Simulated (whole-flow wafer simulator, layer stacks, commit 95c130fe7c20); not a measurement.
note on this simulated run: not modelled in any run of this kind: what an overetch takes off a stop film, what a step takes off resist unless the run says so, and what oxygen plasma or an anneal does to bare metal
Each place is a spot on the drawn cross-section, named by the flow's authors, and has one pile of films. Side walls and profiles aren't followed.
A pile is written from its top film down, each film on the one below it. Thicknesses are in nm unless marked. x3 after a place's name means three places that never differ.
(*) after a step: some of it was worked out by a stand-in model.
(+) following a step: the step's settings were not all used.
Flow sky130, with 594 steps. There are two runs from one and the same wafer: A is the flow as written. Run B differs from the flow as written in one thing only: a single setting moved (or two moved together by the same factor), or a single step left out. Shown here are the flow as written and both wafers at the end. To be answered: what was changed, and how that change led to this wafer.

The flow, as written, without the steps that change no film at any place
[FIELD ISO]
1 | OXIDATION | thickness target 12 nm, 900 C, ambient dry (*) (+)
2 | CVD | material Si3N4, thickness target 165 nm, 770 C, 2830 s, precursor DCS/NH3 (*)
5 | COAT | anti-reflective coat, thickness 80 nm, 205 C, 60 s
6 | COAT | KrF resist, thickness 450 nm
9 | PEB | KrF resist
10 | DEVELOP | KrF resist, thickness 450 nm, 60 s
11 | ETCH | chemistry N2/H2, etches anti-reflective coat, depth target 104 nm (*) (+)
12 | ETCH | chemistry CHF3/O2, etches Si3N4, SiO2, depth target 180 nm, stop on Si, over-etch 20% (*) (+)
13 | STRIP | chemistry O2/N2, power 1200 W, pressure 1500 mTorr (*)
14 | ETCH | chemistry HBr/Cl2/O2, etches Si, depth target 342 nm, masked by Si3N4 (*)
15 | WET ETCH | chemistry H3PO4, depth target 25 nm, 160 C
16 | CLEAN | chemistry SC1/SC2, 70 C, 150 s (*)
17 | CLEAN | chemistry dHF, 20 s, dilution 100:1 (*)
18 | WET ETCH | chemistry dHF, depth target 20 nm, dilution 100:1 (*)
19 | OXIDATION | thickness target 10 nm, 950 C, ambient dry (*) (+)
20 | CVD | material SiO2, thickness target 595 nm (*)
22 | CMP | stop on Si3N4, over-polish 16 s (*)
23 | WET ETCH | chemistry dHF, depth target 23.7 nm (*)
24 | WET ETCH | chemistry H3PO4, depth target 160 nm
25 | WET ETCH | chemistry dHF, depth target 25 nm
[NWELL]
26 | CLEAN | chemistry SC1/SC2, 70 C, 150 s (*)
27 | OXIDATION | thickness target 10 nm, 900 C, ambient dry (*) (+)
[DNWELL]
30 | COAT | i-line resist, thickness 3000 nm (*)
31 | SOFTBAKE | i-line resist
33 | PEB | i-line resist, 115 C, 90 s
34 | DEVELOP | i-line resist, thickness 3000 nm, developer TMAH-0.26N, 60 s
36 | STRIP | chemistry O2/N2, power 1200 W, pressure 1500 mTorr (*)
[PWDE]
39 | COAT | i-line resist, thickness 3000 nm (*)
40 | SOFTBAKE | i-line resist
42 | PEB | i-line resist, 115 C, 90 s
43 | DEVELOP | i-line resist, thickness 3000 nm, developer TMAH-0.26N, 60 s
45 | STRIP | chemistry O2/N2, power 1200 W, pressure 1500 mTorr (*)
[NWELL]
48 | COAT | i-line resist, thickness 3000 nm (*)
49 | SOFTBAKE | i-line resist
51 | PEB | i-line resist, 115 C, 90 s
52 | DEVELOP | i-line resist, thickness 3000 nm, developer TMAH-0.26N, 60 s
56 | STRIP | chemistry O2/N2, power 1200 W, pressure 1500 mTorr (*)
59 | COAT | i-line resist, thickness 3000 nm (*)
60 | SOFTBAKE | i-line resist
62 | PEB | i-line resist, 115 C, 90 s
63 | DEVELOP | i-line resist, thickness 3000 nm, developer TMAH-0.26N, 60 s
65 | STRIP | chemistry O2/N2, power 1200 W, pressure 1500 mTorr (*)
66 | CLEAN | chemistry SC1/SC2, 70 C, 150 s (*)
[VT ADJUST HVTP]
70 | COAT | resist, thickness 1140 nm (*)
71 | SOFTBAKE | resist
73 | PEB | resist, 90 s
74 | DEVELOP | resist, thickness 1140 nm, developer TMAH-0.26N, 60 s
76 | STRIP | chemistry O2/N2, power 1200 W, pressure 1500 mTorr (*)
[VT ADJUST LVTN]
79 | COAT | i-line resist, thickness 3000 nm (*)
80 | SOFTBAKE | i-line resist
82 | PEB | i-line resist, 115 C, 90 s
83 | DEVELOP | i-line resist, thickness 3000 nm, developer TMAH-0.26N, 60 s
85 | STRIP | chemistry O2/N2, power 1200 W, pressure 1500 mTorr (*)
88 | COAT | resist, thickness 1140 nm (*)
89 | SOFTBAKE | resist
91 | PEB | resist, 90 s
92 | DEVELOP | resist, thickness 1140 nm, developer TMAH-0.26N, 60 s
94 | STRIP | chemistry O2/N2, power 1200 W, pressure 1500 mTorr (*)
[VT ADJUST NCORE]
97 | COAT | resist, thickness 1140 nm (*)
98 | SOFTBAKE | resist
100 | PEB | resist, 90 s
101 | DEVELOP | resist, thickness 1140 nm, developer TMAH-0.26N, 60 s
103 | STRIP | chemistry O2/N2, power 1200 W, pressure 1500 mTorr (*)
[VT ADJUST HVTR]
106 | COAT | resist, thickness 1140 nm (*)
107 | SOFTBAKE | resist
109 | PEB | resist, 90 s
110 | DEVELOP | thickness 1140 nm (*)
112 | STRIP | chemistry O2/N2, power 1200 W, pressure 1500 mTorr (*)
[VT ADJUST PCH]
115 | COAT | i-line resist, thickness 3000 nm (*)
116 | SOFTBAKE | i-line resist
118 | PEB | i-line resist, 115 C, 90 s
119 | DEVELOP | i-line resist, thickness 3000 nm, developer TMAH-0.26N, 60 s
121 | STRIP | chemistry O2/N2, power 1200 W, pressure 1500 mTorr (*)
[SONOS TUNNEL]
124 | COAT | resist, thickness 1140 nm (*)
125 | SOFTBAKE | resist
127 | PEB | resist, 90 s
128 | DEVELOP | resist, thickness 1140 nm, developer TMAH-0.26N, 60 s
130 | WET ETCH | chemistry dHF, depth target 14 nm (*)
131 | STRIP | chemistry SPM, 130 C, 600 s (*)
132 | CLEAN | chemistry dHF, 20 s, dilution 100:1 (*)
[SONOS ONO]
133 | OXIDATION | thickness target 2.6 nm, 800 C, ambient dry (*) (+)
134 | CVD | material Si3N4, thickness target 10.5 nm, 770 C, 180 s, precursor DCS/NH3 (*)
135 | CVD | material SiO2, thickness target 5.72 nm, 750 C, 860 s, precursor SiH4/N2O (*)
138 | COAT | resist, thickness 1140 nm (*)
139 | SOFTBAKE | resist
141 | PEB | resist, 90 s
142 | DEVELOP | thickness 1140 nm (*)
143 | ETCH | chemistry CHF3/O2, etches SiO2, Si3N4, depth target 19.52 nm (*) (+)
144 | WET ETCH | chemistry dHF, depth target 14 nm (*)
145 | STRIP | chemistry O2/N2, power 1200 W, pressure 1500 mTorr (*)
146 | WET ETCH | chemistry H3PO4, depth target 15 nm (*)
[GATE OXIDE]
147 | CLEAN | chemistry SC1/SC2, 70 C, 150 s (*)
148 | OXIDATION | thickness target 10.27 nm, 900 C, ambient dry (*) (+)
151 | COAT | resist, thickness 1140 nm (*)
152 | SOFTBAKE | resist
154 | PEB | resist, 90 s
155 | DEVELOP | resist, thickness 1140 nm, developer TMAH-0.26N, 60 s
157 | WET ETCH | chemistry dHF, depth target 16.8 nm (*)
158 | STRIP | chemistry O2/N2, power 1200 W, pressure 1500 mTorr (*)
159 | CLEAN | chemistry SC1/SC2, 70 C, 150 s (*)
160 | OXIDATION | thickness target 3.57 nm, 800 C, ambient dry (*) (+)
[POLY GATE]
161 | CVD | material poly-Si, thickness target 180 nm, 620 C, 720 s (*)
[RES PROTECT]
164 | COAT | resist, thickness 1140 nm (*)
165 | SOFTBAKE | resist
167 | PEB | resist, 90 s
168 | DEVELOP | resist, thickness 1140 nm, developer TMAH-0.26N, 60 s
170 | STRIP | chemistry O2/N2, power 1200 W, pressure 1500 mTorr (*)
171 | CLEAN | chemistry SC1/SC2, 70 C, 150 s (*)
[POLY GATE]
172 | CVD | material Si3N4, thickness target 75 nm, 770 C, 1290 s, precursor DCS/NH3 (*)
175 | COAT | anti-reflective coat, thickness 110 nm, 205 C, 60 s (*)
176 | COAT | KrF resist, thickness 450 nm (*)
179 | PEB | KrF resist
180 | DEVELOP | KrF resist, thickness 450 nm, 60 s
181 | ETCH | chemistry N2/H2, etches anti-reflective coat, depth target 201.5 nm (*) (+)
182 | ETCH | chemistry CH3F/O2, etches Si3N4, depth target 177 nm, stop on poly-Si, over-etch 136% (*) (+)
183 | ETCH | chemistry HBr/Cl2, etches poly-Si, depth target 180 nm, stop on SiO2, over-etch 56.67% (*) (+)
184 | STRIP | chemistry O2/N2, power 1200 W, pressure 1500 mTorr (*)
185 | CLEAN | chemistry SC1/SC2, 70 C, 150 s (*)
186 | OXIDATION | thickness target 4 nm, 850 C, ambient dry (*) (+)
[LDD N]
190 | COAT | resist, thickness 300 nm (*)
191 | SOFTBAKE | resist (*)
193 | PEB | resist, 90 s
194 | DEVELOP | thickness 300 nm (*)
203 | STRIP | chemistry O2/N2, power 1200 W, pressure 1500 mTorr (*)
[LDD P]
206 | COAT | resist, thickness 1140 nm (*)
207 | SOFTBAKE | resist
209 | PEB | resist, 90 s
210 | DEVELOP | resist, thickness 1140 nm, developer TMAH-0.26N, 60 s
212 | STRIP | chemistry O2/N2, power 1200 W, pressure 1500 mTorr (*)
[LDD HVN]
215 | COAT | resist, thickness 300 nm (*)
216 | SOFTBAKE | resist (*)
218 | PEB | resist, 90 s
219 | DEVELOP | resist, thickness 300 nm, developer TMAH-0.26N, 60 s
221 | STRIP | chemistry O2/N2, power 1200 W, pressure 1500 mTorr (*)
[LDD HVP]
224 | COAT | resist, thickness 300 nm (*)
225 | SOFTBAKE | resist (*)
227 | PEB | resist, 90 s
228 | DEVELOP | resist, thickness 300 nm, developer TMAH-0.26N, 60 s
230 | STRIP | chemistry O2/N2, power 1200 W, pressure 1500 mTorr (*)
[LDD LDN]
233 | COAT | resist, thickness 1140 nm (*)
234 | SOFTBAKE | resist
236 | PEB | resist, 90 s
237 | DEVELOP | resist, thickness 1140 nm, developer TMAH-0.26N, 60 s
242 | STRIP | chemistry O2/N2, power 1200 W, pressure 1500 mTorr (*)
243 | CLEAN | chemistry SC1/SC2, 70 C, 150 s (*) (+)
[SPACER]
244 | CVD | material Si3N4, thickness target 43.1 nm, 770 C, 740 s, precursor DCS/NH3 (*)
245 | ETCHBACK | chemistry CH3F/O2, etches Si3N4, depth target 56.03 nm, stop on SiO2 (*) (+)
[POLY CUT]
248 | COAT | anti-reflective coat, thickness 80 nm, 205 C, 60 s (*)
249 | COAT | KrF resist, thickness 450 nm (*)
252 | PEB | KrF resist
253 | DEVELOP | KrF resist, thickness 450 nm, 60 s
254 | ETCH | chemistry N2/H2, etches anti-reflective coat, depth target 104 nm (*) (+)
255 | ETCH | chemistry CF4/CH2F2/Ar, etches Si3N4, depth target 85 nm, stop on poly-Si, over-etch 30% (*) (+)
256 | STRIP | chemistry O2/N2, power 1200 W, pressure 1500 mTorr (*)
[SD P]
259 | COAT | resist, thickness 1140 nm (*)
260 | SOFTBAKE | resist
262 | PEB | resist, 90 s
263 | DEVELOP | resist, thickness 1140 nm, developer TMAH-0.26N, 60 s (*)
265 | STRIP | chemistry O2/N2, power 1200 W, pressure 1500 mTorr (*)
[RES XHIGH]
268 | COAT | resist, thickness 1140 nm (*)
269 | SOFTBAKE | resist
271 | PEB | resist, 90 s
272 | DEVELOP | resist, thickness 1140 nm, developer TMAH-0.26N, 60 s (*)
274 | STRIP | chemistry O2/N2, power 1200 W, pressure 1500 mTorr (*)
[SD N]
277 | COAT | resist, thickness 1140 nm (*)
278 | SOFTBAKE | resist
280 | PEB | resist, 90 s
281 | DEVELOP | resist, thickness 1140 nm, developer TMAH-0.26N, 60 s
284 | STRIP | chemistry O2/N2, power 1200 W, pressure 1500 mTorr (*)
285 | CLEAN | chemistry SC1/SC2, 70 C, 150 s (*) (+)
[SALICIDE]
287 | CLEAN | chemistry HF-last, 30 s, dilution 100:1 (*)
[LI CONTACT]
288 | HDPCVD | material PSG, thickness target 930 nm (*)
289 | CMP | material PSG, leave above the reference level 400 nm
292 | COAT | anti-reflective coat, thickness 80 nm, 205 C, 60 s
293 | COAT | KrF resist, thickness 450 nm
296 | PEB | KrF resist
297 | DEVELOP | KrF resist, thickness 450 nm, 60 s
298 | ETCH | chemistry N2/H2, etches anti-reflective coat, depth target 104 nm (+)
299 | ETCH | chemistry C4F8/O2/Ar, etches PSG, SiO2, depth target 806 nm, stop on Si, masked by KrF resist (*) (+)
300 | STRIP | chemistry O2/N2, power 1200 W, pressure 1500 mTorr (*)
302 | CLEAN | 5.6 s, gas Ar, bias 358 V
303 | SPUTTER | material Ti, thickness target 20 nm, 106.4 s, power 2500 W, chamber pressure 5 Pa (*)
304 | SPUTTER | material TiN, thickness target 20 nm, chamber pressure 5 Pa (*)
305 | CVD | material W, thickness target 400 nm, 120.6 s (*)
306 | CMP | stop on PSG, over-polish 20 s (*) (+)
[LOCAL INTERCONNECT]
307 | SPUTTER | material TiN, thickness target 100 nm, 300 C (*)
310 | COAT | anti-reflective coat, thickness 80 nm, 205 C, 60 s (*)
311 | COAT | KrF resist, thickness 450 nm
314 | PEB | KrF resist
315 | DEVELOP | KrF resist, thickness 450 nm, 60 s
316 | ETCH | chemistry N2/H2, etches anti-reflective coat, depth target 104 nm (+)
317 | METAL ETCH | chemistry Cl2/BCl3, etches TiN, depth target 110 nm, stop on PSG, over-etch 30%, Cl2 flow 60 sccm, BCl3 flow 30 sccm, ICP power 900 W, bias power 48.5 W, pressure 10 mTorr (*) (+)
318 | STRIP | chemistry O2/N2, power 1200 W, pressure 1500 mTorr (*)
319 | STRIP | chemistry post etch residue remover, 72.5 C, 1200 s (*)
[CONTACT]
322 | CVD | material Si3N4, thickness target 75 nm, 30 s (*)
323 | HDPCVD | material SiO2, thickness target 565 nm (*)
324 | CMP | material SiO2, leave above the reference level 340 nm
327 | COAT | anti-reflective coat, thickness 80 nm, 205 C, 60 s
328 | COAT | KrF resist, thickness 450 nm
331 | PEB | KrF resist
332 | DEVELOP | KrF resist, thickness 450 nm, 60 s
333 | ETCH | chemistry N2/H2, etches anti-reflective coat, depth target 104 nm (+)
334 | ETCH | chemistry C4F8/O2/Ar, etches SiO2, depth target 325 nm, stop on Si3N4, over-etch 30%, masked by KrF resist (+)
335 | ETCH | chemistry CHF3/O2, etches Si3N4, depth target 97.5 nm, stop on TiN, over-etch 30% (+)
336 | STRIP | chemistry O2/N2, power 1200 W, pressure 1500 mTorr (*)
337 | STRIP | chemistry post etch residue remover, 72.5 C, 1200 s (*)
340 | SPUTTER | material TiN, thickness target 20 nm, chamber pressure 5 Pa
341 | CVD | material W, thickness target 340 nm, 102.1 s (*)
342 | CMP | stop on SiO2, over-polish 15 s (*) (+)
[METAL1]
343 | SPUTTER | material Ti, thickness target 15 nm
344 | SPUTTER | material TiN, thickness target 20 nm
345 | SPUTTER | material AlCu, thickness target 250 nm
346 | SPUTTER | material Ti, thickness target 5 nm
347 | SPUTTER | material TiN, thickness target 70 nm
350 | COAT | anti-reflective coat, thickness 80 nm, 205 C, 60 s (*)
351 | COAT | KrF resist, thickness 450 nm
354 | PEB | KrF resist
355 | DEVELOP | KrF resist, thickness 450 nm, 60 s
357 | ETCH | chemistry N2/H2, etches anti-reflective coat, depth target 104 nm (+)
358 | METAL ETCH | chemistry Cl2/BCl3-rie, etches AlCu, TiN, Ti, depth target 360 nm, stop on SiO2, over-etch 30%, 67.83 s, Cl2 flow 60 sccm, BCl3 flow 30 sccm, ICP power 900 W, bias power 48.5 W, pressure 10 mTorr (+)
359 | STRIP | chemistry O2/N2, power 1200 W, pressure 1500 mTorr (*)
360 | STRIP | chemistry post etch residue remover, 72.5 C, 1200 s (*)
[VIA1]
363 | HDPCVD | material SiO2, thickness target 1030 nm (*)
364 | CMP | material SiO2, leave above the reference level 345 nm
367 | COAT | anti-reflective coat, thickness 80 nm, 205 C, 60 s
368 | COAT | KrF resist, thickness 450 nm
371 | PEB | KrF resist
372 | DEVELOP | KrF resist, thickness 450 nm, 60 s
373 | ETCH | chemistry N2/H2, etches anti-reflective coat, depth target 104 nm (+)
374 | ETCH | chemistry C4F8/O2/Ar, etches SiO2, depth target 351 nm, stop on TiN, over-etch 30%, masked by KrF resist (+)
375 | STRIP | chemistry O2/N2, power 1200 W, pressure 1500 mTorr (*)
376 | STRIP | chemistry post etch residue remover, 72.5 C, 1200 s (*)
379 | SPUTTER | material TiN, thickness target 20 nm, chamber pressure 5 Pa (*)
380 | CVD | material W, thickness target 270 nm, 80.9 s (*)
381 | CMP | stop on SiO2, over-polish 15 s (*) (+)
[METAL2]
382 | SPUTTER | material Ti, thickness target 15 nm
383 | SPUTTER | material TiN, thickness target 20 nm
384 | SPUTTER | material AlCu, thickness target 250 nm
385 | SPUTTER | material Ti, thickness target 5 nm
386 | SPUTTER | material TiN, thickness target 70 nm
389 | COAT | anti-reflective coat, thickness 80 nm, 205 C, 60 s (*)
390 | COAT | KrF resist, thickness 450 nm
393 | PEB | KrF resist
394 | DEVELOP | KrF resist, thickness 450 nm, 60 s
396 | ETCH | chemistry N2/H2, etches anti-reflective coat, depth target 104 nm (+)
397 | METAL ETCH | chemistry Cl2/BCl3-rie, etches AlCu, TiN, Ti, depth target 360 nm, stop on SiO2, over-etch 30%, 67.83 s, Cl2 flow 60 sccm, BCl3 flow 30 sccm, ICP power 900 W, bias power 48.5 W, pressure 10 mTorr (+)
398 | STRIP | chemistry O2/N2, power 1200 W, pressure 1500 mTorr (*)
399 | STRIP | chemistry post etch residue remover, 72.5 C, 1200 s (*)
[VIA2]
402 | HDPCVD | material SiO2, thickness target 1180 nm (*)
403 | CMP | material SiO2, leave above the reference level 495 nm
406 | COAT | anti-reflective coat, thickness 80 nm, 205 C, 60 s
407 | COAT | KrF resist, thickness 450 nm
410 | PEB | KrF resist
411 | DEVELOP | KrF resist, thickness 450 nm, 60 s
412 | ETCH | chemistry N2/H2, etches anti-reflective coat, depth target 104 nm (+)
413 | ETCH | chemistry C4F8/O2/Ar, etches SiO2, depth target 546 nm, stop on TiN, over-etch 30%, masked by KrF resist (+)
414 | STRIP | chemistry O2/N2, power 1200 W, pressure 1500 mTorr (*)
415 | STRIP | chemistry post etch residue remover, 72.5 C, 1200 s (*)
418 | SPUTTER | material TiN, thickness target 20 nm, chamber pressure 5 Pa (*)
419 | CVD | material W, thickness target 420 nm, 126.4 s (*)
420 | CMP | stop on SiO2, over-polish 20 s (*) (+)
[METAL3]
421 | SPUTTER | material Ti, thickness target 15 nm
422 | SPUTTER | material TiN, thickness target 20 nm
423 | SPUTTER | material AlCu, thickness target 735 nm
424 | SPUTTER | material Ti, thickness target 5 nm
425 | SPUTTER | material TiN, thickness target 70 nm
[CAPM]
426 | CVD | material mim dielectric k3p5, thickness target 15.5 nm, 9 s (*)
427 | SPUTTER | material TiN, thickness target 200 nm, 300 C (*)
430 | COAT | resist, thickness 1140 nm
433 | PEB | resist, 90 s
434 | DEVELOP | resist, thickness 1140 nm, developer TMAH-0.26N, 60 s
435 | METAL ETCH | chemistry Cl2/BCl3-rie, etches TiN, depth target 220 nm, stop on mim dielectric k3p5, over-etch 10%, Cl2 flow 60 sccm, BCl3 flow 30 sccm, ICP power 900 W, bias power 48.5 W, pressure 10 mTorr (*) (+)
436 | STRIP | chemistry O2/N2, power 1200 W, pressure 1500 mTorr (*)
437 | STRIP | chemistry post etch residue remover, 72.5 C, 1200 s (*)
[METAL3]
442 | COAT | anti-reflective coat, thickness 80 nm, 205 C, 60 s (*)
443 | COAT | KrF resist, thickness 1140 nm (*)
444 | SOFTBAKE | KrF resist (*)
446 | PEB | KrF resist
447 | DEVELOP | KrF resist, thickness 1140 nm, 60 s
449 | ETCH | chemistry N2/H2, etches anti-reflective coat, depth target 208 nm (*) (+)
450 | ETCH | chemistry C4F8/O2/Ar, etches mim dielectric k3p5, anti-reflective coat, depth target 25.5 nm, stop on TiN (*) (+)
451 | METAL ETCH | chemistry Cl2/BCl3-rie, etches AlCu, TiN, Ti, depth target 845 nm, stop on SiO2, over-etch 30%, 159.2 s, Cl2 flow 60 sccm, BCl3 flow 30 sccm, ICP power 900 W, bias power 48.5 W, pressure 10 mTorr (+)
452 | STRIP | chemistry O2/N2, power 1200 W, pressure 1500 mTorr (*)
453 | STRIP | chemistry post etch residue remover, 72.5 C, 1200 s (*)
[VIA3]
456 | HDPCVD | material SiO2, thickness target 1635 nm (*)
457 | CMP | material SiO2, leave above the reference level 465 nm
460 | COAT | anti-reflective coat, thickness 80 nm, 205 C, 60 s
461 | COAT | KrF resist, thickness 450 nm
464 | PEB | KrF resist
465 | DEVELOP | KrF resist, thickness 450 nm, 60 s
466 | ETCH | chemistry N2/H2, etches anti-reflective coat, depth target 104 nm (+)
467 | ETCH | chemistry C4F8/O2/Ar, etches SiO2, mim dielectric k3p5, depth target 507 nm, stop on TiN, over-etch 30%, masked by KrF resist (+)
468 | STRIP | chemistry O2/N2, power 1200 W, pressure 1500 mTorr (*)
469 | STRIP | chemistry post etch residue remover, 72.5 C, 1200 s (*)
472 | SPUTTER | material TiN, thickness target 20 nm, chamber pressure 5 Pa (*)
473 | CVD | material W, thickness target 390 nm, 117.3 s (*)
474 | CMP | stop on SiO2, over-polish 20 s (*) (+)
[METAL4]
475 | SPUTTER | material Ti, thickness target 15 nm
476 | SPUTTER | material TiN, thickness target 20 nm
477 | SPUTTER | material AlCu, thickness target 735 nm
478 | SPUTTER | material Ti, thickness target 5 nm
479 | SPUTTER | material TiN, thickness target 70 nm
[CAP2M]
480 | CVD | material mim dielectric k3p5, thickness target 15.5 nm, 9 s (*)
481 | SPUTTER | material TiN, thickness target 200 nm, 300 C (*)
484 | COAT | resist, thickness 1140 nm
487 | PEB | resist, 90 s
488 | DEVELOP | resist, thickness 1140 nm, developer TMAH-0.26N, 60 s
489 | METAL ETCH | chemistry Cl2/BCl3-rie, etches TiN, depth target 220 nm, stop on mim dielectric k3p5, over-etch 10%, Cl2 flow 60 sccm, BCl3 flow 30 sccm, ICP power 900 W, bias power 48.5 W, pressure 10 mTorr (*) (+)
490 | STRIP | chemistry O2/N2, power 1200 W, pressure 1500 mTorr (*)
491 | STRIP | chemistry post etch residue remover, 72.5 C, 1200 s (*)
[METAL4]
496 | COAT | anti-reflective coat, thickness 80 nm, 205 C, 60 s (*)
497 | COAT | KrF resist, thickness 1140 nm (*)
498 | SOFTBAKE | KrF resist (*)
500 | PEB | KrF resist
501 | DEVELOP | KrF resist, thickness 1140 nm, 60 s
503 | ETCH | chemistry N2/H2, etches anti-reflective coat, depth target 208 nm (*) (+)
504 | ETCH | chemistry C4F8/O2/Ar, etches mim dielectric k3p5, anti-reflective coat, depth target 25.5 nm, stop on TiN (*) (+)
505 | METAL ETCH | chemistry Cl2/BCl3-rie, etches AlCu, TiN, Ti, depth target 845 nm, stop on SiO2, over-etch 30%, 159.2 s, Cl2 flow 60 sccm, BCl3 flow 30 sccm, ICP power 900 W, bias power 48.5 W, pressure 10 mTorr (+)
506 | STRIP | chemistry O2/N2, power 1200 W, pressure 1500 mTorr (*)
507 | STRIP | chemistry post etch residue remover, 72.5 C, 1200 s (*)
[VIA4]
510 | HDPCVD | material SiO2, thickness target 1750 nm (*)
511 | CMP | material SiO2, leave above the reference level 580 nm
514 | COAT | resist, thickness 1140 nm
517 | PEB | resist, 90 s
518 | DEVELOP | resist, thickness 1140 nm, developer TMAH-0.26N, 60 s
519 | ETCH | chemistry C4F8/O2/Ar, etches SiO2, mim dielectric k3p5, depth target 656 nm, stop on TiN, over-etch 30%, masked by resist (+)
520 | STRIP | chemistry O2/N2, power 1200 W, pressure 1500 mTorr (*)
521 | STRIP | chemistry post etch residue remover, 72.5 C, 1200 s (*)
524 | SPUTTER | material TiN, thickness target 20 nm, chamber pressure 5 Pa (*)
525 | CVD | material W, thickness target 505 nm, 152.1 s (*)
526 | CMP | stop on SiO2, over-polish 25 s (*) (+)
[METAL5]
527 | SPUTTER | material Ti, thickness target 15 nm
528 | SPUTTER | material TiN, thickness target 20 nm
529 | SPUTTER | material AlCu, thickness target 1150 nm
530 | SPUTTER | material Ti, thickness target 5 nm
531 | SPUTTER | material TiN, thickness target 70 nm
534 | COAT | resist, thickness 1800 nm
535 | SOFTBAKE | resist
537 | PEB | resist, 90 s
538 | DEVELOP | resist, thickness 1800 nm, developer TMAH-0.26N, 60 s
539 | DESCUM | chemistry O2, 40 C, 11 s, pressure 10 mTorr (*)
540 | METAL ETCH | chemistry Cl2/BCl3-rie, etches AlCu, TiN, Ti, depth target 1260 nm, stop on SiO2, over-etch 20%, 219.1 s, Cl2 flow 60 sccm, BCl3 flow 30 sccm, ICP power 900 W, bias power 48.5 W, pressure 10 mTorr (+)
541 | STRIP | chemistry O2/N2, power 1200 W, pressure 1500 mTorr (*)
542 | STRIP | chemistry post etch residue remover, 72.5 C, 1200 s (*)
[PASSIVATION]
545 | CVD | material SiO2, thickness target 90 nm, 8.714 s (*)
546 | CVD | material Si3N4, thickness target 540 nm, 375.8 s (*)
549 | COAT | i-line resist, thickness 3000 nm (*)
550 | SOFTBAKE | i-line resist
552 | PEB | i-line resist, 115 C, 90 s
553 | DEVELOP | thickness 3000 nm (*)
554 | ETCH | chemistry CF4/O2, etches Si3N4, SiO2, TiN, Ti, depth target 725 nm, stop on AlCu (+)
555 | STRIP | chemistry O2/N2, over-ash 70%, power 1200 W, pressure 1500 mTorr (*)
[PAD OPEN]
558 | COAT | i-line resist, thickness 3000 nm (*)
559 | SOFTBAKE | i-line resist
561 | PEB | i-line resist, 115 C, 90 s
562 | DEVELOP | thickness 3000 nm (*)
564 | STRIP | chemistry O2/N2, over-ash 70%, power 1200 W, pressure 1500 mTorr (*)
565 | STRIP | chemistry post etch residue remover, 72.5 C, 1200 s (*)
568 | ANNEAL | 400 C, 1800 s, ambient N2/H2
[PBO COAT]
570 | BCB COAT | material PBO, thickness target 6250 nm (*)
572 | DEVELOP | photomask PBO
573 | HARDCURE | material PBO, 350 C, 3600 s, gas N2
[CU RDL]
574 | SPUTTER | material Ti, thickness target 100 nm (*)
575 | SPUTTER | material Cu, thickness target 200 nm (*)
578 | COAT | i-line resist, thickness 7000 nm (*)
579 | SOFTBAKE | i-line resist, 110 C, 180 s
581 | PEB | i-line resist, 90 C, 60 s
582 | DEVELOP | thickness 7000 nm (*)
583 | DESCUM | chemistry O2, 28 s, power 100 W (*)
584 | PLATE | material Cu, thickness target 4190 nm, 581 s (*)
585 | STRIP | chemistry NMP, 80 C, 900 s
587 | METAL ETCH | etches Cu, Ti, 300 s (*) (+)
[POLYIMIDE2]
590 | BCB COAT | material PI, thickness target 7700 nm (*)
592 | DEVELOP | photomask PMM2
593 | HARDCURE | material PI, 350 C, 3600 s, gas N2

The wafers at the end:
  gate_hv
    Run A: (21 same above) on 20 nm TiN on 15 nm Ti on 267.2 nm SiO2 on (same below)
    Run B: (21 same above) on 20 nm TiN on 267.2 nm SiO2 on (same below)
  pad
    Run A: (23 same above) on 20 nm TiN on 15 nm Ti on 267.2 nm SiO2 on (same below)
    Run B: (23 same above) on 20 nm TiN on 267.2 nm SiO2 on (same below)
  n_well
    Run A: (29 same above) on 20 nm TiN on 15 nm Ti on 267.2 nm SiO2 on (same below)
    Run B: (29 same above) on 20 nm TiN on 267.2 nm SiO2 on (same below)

What caused this: step 382, SPUTTER: material Ti, thickness target 15 nm, was skipped.

Step by step, how the change led to this:
  397 | METAL ETCH | chemistry Cl2/BCl3-rie, etches AlCu, TiN, Ti, depth target 360 nm, stop on SiO2, over-etch 30%, 67.83 s, Cl2 flow 60 sccm, BCl3 flow 30 sccm, ICP power 900 W, bias power 48.5 W, pressure 10 mTorr (+)
      field, active, gate and 82 more: A -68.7 TiN (all of it), -5 Ti (all of it), -250 AlCu (all of it), -20 TiN (all of it), -15 Ti (all of it), -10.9 SiO2 | B -68.7 TiN (all of it), -5 Ti (all of it), -250 AlCu (all of it), -20 TiN (all of it), -12.4 SiO2
  403 | CMP | material SiO2, leave above the reference level 495 nm
      field, active, gate and 82 more: A -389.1 SiO2 | B -402.6 SiO2
